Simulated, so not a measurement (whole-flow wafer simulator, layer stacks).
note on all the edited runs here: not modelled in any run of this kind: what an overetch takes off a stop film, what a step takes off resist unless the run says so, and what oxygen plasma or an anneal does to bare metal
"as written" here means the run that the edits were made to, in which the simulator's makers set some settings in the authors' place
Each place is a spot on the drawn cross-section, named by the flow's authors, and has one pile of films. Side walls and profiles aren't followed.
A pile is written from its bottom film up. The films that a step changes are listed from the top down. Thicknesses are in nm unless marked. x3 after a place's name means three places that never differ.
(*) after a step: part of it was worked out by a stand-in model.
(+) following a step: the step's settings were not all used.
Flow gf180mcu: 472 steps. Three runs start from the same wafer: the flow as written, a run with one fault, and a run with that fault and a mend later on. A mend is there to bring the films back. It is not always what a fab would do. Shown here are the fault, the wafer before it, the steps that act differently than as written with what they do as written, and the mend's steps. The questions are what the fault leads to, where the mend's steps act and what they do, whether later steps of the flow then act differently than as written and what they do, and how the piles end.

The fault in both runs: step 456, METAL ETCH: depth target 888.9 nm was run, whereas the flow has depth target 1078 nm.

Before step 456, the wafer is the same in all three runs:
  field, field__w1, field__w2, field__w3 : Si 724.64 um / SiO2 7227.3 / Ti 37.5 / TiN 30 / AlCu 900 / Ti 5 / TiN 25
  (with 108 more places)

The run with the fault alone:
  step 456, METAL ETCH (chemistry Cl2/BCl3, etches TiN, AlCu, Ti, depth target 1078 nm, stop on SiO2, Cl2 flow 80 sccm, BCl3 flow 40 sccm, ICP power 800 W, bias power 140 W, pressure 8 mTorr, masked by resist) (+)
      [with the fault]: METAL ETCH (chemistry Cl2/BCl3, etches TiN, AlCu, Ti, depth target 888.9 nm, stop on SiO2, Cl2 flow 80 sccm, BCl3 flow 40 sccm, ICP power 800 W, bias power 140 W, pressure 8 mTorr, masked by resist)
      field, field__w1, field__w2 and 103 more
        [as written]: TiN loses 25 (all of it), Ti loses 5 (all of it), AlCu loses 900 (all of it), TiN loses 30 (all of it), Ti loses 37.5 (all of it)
        [with the fault]: TiN loses 25 (all of it), Ti loses 5 (all of it), AlCu loses 858.9
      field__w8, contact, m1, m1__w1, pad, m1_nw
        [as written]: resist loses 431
        [with the fault]: resist loses 355.6
  Steps later in the flow that act otherwise than as written:
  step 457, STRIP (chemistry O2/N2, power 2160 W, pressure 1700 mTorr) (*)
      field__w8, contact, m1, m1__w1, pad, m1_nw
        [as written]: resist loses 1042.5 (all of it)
        [with the fault]: resist loses 1117.9 (all of it)
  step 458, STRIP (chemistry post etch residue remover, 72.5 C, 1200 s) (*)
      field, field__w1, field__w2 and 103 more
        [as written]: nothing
        [with the fault]: AlCu loses 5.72
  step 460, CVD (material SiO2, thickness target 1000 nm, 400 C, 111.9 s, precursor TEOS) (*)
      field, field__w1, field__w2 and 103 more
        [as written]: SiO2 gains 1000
        [with the fault]: SiO2 gains 1000 (new film)
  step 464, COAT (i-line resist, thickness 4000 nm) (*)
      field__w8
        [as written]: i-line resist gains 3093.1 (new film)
        [with the fault]: i-line resist gains 3184 (new film)
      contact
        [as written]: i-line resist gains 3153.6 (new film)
        [with the fault]: i-line resist gains 3234.7 (new film)
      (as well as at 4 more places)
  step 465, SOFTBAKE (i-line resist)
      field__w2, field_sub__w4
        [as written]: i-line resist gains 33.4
        [with the fault]: i-line resist gains 28.4
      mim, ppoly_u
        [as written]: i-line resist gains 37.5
        [with the fault]: i-line resist gains 32.1
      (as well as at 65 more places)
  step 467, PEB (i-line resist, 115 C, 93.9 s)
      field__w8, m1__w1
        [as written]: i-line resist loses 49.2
        [with the fault]: i-line resist loses 51
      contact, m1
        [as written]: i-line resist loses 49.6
        [with the fault]: i-line resist loses 51.4
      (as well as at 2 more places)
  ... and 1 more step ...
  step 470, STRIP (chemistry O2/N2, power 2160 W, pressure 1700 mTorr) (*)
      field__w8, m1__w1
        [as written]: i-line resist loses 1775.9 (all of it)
        [with the fault]: i-line resist loses 1874.5 (all of it)
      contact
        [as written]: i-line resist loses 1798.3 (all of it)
        [with the fault]: i-line resist loses 1893.3 (all of it)
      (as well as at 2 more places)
  The piles end different from the flow's at field, field__w1, field__w2 and 103 more by more than 2% or 0.5 nm, whichever is larger.
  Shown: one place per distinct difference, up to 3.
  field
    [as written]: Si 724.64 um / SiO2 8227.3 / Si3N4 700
    [with the fault]: Si 724.64 um / SiO2 7227.3 / Ti 37.5 / TiN 30 / AlCu 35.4 / SiO2 1000 / Si3N4 700
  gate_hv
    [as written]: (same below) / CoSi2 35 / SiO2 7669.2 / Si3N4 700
    [with the fault]: (same below) / CoSi2 35 / SiO2 6669.2 / Ti 37.5 / TiN 30 / AlCu 35.4 / SiO2 1000 / Si3N4 700
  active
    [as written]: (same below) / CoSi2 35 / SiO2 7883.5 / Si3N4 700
    [with the fault]: (same below) / CoSi2 35 / SiO2 6883.5 / Ti 37.5 / TiN 30 / AlCu 35.4 / SiO2 1000 / Si3N4 700

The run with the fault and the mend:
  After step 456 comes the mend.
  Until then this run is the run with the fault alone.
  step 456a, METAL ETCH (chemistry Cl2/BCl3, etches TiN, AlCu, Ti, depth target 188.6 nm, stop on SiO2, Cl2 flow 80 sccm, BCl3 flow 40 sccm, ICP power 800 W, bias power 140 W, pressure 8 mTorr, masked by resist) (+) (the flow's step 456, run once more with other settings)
      field, field__w1, field__w2 and 103 more
        AlCu loses 41.1 (all of it), TiN loses 30 (all of it), Ti loses 37.5 (all of it)
      field__w8, contact, m1, m1__w1, pad, m1_nw
        resist loses 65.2
  None of the later steps of the flow differs from how it acts as written, at any place that is followed, by more than 2% or 0.5 nm, whichever is larger.
  By the end, the piles equal the flow's at every place that both follow.
